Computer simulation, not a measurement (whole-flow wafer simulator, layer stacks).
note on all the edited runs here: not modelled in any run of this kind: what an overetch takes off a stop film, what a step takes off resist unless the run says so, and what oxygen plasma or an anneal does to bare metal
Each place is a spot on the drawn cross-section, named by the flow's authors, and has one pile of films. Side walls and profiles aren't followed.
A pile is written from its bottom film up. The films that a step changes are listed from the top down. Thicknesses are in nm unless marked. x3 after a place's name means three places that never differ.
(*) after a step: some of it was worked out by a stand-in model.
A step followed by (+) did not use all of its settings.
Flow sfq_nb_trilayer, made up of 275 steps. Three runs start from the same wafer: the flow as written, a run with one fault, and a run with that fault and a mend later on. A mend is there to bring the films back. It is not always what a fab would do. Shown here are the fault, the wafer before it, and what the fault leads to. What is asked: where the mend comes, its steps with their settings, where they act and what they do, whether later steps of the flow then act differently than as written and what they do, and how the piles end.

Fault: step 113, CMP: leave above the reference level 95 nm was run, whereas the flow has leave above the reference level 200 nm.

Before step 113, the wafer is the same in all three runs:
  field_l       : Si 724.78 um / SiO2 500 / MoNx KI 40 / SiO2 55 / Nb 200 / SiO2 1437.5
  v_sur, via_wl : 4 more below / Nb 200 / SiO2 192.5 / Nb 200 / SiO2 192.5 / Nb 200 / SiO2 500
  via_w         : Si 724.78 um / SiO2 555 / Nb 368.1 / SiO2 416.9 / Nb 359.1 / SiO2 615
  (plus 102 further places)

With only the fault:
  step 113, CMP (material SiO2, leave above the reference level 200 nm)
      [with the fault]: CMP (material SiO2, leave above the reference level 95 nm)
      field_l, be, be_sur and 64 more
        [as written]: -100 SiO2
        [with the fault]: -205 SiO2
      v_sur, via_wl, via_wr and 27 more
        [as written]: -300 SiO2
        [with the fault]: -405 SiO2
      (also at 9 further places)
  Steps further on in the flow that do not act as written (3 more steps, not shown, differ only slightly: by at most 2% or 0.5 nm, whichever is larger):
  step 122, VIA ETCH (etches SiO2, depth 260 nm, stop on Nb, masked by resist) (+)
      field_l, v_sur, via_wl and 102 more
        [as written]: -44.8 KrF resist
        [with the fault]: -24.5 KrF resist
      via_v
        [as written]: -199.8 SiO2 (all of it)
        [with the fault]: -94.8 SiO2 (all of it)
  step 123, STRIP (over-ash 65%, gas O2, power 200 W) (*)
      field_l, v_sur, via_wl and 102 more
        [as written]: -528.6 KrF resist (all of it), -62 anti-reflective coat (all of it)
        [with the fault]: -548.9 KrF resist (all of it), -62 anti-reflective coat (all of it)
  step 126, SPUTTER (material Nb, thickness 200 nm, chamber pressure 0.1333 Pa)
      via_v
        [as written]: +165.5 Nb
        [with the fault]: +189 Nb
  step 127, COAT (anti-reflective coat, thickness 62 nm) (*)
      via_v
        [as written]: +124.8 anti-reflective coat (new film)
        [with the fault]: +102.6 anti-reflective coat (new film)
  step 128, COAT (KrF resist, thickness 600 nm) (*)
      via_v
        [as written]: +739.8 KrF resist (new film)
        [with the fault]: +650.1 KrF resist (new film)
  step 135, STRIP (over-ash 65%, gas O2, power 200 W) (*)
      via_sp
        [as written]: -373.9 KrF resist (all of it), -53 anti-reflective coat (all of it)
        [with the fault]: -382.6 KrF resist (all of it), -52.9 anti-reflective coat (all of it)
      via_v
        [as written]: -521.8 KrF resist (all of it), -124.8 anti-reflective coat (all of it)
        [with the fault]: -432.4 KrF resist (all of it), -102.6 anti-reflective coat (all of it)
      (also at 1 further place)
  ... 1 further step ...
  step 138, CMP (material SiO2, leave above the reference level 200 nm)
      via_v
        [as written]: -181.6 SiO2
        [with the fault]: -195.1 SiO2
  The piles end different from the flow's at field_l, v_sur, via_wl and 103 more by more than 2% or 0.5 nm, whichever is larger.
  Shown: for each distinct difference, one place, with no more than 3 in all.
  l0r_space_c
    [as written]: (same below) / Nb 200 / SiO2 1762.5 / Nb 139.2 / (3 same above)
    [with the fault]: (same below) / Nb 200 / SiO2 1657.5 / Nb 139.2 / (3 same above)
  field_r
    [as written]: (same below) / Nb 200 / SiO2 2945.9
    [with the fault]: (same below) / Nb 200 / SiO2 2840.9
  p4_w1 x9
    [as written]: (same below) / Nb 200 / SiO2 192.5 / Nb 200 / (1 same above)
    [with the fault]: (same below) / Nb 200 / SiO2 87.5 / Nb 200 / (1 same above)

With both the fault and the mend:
  The mend stands after step 114.
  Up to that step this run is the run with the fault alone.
  step 114a, PECVD (material SiO2, thickness 105 nm, 150 C, 23.33 s, RF power 183.3 W, pressure 2.4 Torr, precursor SiH4/N2O) (the flow's step 112 again, with other settings)
      field_l, v_sur, via_wl and 103 more
        +105 SiO2
  Every later step of the flow that is run acts as written, at every place that is followed, to within 2% or 0.5 nm, whichever is larger.
  The piles end the same as the flow's at every place that both follow.
